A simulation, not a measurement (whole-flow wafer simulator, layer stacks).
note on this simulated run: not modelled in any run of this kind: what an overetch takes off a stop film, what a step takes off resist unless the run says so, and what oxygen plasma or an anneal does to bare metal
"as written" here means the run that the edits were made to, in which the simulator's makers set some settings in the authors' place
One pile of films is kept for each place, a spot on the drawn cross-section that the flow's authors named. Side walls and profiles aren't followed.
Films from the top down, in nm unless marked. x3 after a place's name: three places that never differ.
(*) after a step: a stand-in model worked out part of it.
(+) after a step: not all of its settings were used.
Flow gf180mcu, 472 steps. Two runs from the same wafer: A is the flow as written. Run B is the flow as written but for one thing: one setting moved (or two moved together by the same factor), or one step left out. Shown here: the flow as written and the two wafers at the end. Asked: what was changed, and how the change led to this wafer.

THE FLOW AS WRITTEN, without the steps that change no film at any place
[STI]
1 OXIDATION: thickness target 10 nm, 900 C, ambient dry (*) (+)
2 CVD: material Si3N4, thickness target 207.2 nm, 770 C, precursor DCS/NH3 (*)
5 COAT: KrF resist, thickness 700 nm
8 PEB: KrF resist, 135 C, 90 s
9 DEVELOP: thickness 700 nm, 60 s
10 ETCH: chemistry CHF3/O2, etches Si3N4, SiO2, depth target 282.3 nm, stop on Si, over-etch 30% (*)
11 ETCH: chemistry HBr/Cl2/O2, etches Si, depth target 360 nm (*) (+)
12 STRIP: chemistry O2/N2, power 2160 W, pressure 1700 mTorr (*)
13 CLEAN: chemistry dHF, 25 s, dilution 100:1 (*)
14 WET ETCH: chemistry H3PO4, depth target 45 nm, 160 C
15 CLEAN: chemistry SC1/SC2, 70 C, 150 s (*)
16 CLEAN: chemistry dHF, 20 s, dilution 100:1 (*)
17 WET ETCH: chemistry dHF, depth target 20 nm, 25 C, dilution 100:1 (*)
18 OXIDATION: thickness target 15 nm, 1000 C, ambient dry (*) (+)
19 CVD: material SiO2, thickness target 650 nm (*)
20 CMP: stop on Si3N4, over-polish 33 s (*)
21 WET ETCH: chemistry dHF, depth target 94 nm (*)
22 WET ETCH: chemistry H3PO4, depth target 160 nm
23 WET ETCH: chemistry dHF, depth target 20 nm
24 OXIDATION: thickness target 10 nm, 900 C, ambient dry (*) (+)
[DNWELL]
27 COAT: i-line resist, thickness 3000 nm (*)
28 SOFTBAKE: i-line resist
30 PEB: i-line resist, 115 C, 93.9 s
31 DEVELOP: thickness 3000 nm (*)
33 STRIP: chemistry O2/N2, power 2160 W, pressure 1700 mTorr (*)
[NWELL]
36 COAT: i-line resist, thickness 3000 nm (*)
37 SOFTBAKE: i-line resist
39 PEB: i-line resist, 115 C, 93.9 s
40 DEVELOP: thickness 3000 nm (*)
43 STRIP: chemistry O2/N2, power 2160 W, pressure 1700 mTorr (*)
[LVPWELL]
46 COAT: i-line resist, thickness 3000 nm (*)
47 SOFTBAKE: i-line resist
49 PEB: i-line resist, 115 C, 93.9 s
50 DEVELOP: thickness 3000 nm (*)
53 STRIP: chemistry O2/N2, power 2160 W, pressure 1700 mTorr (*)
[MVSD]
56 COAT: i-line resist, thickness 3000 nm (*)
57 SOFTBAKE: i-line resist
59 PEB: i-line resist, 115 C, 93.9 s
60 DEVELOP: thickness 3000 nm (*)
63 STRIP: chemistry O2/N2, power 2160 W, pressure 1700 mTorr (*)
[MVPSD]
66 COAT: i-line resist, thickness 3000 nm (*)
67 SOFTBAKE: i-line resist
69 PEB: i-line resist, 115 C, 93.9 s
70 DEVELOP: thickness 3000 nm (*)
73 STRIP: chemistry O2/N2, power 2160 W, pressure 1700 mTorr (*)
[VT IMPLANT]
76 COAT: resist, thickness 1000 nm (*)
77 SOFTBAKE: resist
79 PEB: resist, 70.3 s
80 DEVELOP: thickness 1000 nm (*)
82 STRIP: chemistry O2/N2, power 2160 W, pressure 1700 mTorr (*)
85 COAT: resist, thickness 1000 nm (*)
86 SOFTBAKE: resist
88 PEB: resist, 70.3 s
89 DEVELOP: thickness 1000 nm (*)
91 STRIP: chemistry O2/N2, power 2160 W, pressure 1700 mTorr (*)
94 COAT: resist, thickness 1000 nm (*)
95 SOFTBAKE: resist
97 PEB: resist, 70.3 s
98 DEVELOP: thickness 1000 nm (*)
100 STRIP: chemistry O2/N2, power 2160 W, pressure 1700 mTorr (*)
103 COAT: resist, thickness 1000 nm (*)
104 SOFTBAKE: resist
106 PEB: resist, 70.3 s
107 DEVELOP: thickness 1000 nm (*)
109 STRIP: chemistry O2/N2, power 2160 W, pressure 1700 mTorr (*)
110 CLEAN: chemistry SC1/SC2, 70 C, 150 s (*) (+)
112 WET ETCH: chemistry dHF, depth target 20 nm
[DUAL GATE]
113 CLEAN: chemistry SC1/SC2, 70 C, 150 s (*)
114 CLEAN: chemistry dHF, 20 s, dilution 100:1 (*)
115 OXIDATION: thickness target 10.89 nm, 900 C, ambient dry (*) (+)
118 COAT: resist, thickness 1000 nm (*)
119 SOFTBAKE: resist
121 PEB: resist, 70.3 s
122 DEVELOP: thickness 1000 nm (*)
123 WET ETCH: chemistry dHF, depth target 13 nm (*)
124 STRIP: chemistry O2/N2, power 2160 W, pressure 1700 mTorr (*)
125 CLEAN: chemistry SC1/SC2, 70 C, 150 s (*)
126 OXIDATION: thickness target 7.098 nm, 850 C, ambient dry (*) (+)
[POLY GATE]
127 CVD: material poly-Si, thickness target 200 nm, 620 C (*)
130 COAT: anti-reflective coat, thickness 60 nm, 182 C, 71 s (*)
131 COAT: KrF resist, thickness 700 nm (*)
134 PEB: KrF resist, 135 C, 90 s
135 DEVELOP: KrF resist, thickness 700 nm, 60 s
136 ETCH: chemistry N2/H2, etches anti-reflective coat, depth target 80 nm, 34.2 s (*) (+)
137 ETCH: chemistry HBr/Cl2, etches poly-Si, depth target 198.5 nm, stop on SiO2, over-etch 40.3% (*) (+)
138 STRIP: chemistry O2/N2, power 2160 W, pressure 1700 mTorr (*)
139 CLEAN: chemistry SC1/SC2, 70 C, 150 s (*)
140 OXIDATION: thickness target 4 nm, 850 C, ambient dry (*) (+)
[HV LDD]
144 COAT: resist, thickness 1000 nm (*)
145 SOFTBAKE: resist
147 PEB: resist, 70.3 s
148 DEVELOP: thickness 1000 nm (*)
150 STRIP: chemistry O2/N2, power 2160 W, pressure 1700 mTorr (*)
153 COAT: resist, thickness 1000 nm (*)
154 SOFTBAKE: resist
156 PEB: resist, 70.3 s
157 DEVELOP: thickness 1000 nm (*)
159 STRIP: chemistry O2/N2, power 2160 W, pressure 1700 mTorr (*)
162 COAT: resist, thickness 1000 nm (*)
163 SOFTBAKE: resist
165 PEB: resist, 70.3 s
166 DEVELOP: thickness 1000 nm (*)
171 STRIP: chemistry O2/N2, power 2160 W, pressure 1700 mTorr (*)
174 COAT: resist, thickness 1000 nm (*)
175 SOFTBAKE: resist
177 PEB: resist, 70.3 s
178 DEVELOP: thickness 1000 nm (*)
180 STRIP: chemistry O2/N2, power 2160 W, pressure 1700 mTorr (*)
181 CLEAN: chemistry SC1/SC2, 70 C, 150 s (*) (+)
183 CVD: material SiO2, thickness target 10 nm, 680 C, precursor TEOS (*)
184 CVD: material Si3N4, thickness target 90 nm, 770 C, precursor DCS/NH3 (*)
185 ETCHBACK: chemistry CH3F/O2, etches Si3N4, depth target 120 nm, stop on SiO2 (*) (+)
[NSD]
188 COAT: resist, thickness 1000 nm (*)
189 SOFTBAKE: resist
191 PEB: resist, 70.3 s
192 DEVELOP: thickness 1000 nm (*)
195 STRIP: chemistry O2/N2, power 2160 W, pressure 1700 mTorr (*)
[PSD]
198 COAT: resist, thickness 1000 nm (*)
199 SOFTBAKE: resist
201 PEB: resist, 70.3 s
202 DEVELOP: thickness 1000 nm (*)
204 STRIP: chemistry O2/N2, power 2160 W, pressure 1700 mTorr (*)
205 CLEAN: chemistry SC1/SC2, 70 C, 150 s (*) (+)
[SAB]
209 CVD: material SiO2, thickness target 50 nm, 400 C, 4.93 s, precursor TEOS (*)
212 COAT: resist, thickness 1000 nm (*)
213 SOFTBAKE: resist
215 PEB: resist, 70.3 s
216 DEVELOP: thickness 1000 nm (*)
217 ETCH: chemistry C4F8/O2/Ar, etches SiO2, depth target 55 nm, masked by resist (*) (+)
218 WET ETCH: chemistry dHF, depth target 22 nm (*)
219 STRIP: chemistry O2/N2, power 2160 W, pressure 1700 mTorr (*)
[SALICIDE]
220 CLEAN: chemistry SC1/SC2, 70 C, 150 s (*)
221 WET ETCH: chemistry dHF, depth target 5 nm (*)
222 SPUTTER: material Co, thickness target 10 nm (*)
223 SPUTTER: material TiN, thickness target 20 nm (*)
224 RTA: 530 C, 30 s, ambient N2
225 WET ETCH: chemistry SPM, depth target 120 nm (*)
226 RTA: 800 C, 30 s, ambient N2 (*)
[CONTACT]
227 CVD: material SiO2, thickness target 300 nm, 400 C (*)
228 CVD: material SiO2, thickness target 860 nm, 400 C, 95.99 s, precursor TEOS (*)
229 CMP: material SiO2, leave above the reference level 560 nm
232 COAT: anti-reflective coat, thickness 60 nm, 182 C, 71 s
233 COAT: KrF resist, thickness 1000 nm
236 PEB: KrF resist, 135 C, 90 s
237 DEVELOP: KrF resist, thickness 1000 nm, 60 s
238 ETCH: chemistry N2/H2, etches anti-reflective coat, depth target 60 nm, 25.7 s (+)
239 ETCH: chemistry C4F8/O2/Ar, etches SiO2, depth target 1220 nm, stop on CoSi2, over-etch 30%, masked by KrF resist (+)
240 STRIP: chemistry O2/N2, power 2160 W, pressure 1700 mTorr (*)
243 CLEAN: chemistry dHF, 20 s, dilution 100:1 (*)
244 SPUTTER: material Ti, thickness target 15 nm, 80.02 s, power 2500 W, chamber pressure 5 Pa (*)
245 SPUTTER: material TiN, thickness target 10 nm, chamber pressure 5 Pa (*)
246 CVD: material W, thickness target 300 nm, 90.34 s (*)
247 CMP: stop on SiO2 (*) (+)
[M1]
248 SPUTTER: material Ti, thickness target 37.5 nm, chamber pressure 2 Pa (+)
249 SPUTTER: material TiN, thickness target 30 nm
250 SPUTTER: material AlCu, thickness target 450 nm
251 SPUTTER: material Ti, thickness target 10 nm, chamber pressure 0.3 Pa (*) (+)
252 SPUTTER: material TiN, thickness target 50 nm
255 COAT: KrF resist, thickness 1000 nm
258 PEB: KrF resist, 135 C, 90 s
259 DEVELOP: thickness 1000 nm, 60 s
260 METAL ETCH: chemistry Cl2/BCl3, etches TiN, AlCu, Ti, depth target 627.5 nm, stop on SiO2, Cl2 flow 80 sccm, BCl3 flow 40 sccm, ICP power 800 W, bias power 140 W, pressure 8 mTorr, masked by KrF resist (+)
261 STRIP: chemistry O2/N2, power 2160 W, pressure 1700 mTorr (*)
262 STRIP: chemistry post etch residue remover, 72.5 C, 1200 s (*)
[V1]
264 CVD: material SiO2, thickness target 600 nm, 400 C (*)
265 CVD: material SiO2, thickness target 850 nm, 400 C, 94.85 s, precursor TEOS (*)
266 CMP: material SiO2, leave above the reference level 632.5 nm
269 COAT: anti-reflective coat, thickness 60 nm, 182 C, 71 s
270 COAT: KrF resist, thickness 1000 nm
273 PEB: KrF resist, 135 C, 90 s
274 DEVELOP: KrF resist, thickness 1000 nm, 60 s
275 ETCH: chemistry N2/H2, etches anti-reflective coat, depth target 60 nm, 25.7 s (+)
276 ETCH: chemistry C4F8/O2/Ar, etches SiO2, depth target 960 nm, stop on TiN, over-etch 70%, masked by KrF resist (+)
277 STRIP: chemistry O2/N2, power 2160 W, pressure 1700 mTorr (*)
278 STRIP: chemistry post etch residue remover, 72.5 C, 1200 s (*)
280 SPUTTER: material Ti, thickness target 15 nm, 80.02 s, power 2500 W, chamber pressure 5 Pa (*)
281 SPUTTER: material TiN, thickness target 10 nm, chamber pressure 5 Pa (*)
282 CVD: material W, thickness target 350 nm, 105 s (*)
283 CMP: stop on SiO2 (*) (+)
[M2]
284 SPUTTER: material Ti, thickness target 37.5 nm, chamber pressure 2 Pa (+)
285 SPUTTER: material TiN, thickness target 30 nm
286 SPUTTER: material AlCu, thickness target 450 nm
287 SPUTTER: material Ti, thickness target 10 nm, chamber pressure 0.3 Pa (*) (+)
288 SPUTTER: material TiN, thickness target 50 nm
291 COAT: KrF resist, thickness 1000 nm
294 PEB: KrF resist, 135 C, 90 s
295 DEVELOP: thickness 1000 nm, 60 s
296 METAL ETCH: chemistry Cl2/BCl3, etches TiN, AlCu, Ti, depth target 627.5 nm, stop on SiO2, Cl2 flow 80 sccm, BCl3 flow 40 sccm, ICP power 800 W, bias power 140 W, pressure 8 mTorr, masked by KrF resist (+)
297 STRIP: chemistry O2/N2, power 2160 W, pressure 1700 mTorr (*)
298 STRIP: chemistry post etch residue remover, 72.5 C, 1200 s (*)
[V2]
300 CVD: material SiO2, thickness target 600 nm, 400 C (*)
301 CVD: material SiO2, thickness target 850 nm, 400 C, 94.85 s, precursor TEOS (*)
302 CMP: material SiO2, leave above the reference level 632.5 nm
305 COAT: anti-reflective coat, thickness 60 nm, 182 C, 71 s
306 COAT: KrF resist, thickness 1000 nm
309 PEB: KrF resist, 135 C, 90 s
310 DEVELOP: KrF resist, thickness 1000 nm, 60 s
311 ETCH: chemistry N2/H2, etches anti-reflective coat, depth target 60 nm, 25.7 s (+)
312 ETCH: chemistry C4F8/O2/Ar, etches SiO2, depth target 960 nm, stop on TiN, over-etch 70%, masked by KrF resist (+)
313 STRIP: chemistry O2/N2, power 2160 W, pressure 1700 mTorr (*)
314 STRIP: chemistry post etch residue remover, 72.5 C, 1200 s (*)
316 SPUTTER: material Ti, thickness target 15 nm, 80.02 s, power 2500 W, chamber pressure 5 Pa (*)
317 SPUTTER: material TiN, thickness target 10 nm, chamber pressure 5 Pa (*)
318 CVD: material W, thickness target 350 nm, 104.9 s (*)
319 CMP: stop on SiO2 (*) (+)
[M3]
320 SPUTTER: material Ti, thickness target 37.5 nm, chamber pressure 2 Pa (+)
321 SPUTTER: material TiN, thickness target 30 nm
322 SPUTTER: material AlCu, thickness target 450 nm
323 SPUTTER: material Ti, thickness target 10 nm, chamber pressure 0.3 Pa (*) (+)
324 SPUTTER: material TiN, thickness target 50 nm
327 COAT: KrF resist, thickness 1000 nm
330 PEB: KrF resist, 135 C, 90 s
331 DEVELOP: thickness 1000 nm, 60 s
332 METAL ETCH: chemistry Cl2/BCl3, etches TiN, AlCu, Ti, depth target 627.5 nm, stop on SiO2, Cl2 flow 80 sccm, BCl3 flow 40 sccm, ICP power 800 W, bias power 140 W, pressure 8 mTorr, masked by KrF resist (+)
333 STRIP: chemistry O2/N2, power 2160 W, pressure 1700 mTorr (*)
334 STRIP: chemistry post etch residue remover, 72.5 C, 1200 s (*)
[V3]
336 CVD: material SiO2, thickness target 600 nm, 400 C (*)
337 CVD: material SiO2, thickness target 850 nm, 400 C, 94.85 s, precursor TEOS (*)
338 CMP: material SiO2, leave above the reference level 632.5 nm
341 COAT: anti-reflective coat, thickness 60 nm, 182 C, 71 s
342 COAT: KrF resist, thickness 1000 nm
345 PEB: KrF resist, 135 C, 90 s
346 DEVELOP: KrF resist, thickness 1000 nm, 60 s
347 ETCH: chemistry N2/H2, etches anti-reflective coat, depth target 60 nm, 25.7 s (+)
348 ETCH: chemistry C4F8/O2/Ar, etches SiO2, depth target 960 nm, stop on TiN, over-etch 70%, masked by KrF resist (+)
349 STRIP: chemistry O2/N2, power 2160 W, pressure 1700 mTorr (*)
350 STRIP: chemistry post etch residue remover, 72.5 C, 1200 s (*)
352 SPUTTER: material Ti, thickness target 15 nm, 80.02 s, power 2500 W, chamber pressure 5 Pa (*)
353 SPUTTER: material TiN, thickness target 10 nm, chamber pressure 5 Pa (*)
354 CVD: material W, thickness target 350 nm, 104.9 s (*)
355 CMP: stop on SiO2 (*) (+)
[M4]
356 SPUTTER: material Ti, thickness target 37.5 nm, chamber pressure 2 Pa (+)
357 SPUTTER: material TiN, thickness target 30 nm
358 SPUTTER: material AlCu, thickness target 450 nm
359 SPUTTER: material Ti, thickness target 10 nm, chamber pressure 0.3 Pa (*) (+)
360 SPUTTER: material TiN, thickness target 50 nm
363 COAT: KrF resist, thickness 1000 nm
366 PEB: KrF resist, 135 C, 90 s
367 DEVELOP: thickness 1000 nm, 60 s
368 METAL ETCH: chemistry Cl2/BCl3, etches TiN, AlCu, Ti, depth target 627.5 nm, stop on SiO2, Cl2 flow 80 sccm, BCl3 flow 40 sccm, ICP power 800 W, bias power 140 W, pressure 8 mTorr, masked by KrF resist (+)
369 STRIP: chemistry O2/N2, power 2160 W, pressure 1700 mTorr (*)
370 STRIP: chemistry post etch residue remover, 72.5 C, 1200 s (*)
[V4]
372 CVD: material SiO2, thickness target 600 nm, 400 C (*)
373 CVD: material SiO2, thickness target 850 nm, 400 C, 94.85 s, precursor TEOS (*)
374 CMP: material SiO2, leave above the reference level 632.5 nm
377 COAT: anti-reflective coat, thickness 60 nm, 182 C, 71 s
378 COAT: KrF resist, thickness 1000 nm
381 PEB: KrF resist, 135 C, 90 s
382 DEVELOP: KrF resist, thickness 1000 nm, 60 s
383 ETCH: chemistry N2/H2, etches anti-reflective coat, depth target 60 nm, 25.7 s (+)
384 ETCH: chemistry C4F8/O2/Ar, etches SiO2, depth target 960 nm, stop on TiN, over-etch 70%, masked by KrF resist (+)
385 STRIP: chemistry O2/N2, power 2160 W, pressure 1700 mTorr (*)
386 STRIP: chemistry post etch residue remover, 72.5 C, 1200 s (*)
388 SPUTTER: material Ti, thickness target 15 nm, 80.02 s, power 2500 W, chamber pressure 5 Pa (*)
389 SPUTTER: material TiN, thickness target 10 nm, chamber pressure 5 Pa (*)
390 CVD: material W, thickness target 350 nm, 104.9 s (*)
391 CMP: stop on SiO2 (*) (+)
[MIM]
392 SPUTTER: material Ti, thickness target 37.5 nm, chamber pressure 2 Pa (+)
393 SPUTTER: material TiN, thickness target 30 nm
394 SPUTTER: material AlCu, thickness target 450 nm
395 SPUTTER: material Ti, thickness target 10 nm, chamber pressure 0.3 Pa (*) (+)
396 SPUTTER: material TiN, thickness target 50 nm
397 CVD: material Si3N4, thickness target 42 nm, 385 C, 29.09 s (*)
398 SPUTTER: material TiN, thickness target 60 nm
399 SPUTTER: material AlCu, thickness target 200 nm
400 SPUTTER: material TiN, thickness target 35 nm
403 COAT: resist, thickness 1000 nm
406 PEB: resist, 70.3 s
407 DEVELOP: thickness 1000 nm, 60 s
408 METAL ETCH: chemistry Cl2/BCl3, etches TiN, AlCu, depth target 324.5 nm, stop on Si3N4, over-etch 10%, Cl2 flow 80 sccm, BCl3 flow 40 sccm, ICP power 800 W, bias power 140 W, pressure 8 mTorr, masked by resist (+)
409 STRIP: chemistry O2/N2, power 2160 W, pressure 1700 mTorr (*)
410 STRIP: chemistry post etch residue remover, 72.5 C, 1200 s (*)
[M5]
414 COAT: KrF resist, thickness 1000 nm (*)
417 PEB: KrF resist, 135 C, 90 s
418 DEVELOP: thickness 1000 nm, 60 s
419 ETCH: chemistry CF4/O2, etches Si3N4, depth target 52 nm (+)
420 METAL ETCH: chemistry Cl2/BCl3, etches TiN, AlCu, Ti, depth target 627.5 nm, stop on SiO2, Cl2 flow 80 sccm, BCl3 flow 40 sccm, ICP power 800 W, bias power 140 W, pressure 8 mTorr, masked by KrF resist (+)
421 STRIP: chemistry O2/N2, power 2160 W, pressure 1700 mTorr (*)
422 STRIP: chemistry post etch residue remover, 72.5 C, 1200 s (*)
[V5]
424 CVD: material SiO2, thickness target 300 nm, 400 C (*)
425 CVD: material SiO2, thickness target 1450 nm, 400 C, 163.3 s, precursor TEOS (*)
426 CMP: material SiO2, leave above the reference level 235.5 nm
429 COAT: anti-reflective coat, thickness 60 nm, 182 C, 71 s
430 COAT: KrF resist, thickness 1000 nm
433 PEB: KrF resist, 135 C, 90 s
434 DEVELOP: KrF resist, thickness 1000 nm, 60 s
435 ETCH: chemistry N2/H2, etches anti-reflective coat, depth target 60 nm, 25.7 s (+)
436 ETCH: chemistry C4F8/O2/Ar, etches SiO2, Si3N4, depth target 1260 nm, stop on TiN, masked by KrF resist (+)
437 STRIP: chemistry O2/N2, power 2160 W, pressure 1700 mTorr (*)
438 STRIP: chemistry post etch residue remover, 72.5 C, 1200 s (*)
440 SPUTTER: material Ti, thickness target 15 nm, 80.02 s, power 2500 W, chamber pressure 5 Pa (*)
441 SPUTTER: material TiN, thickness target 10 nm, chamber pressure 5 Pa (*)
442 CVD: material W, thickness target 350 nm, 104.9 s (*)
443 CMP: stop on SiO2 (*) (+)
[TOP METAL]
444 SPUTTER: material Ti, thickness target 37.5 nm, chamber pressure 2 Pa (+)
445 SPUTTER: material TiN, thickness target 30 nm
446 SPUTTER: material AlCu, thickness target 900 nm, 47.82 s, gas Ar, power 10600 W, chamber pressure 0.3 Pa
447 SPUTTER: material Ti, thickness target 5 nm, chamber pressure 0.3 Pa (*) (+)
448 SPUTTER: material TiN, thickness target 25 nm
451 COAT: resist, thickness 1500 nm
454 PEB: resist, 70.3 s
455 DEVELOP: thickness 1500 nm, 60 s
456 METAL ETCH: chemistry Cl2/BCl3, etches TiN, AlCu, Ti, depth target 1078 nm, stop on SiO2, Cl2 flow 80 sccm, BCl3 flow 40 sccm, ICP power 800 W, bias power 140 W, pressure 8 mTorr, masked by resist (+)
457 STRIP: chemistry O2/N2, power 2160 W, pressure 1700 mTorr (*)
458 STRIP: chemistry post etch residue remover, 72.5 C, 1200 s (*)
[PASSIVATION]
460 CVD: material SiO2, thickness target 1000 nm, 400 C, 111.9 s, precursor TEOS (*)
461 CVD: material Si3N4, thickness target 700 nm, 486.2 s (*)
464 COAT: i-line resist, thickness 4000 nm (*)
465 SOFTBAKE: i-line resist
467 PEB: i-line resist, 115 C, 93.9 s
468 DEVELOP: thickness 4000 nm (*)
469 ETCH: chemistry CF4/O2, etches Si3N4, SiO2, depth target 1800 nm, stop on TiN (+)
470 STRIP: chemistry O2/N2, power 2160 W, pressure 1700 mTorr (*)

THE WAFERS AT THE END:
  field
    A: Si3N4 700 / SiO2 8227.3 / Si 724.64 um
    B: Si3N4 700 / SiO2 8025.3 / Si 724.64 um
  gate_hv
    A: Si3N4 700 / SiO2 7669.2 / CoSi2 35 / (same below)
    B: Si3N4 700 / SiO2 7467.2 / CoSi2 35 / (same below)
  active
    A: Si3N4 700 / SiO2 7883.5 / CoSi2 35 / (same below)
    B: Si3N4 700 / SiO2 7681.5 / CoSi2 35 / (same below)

The cause: step 286, SPUTTER: thickness target 248 nm was run, where the flow has thickness target 450 nm.

How the change led to this, step by step:
  286 SPUTTER: material AlCu, thickness target 450 nm
      field, field__w1, field__w2 and 108 more: A AlCu +450 (new film) | B AlCu +248 (new film)
  296 METAL ETCH: chemistry Cl2/BCl3, etches TiN, AlCu, Ti, depth target 627.5 nm, stop on SiO2, Cl2 flow 80 sccm, BCl3 flow 40 sccm, ICP power 800 W, bias power 140 W, pressure 8 mTorr, masked by KrF resist (+)
      field, field__w1, field__w2 and 103 more: A TiN -50 (all of it), Ti -10 (all of it), AlCu -450 (all of it), TiN -30 (all of it), Ti -37.5 (all of it) | B TiN -50 (all of it), Ti -10 (all of it), AlCu -248 (all of it), TiN -30 (all of it), Ti -37.5 (all of it)
      field__w8, contact, m1, m1__w1, m1_nw: A KrF resist -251 | B KrF resist -225.3
  297 STRIP: chemistry O2/N2, power 2160 W, pressure 1700 mTorr (*)
      field__w8, contact, m1, m1__w1, m1_nw: A KrF resist -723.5 (all of it) | B KrF resist -749.2 (all of it)
  302 CMP: material SiO2, leave above the reference level 632.5 nm
      field, field__w1, field__w2 and 103 more: A SiO2 -300 | B SiO2 -502
